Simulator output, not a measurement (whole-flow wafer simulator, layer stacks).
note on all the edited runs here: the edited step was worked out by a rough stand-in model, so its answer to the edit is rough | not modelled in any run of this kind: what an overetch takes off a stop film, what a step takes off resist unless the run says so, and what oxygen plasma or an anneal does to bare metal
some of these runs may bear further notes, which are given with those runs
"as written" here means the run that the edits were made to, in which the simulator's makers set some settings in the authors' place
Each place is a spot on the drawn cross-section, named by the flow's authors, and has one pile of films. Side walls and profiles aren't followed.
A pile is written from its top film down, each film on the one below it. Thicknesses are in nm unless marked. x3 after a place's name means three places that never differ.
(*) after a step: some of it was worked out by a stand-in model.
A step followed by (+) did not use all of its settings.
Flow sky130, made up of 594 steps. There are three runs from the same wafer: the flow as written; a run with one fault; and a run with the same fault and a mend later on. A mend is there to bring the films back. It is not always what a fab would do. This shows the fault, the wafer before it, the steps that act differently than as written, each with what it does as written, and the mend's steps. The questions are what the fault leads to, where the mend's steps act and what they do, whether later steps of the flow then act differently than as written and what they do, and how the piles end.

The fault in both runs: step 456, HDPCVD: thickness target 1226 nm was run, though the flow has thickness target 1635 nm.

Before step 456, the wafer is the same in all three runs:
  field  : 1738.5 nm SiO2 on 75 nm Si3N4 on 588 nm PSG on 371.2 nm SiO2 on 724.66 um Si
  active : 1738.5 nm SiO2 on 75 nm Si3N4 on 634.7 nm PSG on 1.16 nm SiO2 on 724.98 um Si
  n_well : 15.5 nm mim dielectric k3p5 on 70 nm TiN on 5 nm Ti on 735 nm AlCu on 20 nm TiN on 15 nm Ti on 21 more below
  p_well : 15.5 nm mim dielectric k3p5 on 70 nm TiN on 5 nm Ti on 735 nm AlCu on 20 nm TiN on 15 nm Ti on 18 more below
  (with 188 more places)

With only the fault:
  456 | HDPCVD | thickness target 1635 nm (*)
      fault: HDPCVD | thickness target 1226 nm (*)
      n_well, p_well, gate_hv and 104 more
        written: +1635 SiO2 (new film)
        fault: +1226 SiO2 (new film)
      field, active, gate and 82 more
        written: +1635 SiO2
        fault: +1226 SiO2
  Steps later in the flow that act otherwise than as written (not shown: 22 more steps that differ only slightly, by at most 2% or 0.5 nm, whichever is larger):
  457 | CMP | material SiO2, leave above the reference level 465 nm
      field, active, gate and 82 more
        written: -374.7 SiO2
        fault: nothing
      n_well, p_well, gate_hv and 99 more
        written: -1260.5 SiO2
        fault: -851.5 SiO2
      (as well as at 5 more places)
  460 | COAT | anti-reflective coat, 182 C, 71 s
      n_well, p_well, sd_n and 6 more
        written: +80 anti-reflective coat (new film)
        fault: +46.1 anti-reflective coat (new film)
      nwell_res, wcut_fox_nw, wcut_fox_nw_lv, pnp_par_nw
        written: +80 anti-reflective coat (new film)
        fault: +69.3 anti-reflective coat (new film)
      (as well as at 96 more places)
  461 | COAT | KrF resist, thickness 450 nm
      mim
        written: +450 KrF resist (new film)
        fault: +440.9 KrF resist (new film)
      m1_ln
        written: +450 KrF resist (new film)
        fault: +459.4 KrF resist (new film)
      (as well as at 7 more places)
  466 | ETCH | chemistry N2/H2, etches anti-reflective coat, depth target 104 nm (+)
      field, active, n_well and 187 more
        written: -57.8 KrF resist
        fault: -47.1 KrF resist
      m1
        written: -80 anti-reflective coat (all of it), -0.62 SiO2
        fault: -60 anti-reflective coat (all of it), -0.64 SiO2
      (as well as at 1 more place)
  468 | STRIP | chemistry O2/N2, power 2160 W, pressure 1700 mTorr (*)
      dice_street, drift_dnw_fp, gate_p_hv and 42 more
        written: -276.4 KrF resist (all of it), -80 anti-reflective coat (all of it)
        fault: -287.1 KrF resist (all of it), -80 anti-reflective coat (all of it)
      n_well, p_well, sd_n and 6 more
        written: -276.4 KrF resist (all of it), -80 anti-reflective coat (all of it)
        fault: -286.3 KrF resist (all of it), -46.1 anti-reflective coat (all of it)
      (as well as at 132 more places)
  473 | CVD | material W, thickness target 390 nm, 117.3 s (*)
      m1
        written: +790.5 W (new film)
        fault: +755.6 W (new film)
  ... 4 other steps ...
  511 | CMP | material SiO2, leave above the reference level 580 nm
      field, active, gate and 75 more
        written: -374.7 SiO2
        fault: -393.2 SiO2
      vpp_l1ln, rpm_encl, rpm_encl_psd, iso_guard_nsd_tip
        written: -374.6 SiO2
        fault: -393.2 SiO2
  By the end, the piles at field, active, gate and 83 more depart from the flow's by more than 2% or 0.5 nm, whichever is larger.
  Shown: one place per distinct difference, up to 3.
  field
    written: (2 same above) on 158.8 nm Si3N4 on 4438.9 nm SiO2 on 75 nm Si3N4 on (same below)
    fault: (2 same above) on 158.8 nm Si3N4 on 1451.3 nm SiO2 on 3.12 nm W on 20 nm TiN on 2964.5 nm SiO2 on 75 nm Si3N4 on (same below)
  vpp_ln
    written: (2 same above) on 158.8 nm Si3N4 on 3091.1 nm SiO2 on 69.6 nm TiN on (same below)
    fault: (2 same above) on 158.8 nm Si3N4 on 1451.3 nm SiO2 on 3.12 nm W on 20 nm TiN on 1616.7 nm SiO2 on 69.6 nm TiN on (same below)
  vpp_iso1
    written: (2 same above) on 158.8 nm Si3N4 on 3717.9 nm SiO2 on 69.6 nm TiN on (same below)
    fault: (2 same above) on 158.8 nm Si3N4 on 1451.3 nm SiO2 on 3.12 nm W on 20 nm TiN on 2243.5 nm SiO2 on 69.6 nm TiN on (same below)

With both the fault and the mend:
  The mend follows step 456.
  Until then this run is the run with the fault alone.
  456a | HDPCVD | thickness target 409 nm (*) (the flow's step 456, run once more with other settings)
      field, active, n_well and 189 more
        +409 SiO2
  Every later step of the flow that is run acts as written at every place that is followed.
  At every place that both follow, the piles at the end match the flow's.
